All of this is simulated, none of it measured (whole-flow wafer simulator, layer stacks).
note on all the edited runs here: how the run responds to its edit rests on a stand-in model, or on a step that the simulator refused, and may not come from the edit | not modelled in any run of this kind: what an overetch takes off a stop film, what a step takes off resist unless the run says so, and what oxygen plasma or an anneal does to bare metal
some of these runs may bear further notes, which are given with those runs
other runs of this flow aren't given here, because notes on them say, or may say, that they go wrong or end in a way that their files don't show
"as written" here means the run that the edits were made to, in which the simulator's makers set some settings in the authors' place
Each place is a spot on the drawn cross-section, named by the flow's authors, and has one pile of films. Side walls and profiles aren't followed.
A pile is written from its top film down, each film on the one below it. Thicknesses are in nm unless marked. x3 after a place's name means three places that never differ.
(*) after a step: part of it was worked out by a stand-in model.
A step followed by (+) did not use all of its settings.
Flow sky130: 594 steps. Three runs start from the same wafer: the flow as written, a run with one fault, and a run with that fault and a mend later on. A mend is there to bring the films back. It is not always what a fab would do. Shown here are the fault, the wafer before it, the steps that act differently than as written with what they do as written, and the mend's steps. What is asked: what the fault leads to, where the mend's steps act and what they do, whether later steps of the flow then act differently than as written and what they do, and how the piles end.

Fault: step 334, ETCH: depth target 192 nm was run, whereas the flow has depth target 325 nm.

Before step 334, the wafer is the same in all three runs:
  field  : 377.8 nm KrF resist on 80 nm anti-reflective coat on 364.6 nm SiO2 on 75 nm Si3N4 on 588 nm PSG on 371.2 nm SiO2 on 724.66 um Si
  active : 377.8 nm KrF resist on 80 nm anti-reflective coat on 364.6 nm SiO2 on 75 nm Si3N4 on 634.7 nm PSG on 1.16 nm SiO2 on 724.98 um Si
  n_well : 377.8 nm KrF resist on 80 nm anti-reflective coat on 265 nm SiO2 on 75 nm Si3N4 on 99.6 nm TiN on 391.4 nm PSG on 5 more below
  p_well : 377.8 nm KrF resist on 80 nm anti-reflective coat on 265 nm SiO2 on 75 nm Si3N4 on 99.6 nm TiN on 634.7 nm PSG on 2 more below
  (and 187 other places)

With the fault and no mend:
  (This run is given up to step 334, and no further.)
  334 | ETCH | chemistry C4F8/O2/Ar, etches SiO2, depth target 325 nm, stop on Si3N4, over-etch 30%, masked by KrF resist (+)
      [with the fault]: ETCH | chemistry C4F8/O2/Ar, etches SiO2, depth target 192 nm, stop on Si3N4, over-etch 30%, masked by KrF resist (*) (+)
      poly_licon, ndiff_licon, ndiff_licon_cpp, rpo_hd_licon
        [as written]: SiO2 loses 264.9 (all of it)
        [with the fault]: SiO2 loses 192
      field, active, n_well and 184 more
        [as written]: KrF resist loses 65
        [with the fault]: KrF resist loses 38.4
  Once step 334 is done, the piles at field, active, n_well and 188 more depart from the flow's by more than 2% or 0.5 nm, whichever is larger.
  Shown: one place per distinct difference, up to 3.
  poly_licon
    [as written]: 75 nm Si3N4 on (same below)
    [with the fault]: 72.9 nm SiO2 on 75 nm Si3N4 on (same below)
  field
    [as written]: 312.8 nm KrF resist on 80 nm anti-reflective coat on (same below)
    [with the fault]: 339.4 nm KrF resist on 80 nm anti-reflective coat on (same below)

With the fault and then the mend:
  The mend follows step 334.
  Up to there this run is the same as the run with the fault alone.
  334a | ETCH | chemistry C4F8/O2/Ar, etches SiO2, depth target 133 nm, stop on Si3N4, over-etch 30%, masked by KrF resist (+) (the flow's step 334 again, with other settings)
      field, active, n_well and 184 more
        KrF resist loses 26.6
      poly_licon, ndiff_licon, ndiff_licon_cpp, rpo_hd_licon
        SiO2 loses 72.9 (all of it)
  None of the later steps of the flow acts differently than as written at any place that is followed.
  At every place that both follow, the piles at the end match the flow's.
